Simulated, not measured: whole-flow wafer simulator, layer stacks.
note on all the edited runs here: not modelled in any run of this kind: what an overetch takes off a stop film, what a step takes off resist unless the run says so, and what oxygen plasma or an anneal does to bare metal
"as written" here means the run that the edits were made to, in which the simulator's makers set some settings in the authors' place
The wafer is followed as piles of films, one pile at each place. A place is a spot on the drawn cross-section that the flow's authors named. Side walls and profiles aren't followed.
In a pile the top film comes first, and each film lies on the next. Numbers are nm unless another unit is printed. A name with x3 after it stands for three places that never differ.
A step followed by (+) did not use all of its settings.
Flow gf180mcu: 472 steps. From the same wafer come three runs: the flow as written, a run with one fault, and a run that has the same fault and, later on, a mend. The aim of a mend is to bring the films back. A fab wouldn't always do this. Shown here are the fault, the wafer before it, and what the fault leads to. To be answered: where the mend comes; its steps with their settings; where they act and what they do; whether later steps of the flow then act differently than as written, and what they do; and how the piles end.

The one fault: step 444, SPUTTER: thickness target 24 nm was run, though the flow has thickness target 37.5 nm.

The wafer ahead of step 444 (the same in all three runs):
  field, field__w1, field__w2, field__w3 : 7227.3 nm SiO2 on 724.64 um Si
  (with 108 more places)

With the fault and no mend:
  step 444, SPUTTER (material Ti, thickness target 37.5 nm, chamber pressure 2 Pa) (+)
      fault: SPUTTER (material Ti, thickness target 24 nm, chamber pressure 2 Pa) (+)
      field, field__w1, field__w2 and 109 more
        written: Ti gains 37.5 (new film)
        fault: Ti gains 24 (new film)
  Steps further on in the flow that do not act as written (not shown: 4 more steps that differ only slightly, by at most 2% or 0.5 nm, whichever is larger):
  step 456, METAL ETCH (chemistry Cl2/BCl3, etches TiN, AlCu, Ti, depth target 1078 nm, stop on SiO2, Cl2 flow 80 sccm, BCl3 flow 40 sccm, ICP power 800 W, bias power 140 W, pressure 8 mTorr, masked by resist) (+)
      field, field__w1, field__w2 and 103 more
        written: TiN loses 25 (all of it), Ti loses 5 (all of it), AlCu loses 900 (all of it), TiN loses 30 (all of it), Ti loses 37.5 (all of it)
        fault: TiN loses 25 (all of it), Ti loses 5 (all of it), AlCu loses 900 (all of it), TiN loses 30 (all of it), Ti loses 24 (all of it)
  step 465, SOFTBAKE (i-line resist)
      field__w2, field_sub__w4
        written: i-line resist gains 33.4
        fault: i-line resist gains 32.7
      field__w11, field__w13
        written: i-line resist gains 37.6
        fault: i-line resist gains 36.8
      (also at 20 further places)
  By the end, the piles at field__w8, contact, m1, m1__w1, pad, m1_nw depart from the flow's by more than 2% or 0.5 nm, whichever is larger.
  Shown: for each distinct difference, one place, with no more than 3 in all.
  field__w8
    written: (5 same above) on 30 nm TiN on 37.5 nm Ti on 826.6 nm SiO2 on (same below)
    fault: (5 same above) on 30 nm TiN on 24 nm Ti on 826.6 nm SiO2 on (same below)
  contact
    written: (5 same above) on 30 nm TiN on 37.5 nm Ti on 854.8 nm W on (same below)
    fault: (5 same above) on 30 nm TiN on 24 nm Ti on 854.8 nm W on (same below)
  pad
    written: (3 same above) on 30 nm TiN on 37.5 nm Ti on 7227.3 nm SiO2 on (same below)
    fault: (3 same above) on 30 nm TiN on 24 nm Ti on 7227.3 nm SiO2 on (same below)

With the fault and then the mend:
  The mend follows step 444.
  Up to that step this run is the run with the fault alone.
  step 444a, SPUTTER (material Ti, thickness target 13.5 nm, chamber pressure 2 Pa) (+) (a further turn of the flow's step 444, with different settings)
      field, field__w1, field__w2 and 109 more
        Ti gains 13.5
  Later steps of the flow that are run all act as written at every place that is followed.
  By the end, the piles equal the flow's at every place that both follow.
